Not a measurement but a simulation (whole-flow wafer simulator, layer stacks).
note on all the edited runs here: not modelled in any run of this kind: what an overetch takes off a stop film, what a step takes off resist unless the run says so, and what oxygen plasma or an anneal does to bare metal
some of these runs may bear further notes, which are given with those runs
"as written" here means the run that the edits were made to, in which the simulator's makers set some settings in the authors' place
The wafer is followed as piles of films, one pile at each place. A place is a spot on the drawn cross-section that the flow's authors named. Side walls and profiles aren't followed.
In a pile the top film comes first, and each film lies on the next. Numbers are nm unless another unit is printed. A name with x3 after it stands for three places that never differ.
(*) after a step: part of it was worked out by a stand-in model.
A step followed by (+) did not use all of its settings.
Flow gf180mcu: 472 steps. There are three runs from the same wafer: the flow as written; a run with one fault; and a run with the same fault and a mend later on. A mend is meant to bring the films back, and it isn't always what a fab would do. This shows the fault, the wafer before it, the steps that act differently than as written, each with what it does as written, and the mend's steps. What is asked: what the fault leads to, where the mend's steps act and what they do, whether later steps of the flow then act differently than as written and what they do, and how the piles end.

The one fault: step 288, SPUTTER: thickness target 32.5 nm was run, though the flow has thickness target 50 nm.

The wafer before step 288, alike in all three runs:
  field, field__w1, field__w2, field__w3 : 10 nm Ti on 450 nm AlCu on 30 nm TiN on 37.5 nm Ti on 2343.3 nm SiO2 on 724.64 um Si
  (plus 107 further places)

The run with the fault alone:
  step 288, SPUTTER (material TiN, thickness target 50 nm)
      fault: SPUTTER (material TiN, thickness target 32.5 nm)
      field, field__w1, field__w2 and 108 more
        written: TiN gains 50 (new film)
        fault: TiN gains 32.5 (new film)
  Steps later in the flow that act otherwise than as written (not shown: 4 more steps that differ only slightly, by at most 2% or 0.5 nm, whichever is larger):
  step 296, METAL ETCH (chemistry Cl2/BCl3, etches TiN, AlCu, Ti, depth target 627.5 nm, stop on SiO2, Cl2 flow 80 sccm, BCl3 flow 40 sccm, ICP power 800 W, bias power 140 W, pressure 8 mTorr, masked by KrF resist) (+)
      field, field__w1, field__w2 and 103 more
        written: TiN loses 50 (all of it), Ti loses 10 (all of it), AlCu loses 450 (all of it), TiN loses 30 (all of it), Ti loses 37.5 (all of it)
        fault: TiN loses 32.5 (all of it), Ti loses 10 (all of it), AlCu loses 450 (all of it), TiN loses 30 (all of it), Ti loses 37.5 (all of it)
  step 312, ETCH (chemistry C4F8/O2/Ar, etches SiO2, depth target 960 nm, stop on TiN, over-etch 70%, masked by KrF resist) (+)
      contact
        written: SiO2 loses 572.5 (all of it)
        fault: SiO2 loses 590 (all of it)
  By the end, the piles at field__w8, contact, m1, m1__w1, m1_nw depart from the flow's by more than 2% or 0.5 nm, whichever is larger.
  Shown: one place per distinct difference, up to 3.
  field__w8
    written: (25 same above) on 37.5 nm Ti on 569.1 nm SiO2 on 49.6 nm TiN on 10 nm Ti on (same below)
    fault: (25 same above) on 37.5 nm Ti on 586.6 nm SiO2 on 32.1 nm TiN on 10 nm Ti on (same below)
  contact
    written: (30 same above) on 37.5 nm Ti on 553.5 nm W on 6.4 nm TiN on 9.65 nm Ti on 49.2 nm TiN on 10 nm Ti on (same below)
    fault: (30 same above) on 37.5 nm Ti on 571.2 nm W on 6.34 nm TiN on 9.55 nm Ti on 31.7 nm TiN on 10 nm Ti on (same below)

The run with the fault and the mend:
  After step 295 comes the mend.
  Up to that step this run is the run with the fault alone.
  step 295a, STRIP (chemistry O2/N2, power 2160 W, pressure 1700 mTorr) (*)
      field__w8, contact, m1, m1__w1, m1_nw
        KrF resist loses 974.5 (all of it)
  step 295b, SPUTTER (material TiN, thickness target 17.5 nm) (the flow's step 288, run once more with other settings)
      field, field__w1, field__w2 and 108 more
        TiN gains 17.5
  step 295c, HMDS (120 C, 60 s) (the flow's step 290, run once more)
      does not change any film at any place that is followed
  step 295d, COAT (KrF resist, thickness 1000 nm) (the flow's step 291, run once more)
      field, field__w1, field__w2 and 108 more
        KrF resist gains 1000 (new film)
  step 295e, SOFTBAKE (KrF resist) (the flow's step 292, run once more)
      does not change any film at any place that is followed
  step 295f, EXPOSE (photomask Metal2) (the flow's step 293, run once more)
      does not change any film at any place that is followed
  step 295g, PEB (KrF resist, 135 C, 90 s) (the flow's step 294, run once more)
      field, field__w1, field__w2 and 108 more
        KrF resist loses 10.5
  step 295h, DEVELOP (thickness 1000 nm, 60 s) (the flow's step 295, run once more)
      field, field__w1, field__w2 and 103 more
        KrF resist loses 989.5 (all of it)
      field__w8, contact, m1, m1__w1, m1_nw
        KrF resist loses 14.9
  Every later step of the flow that is run acts as written at every place that is followed.
  By the end, the piles equal the flow's at every place that both follow.
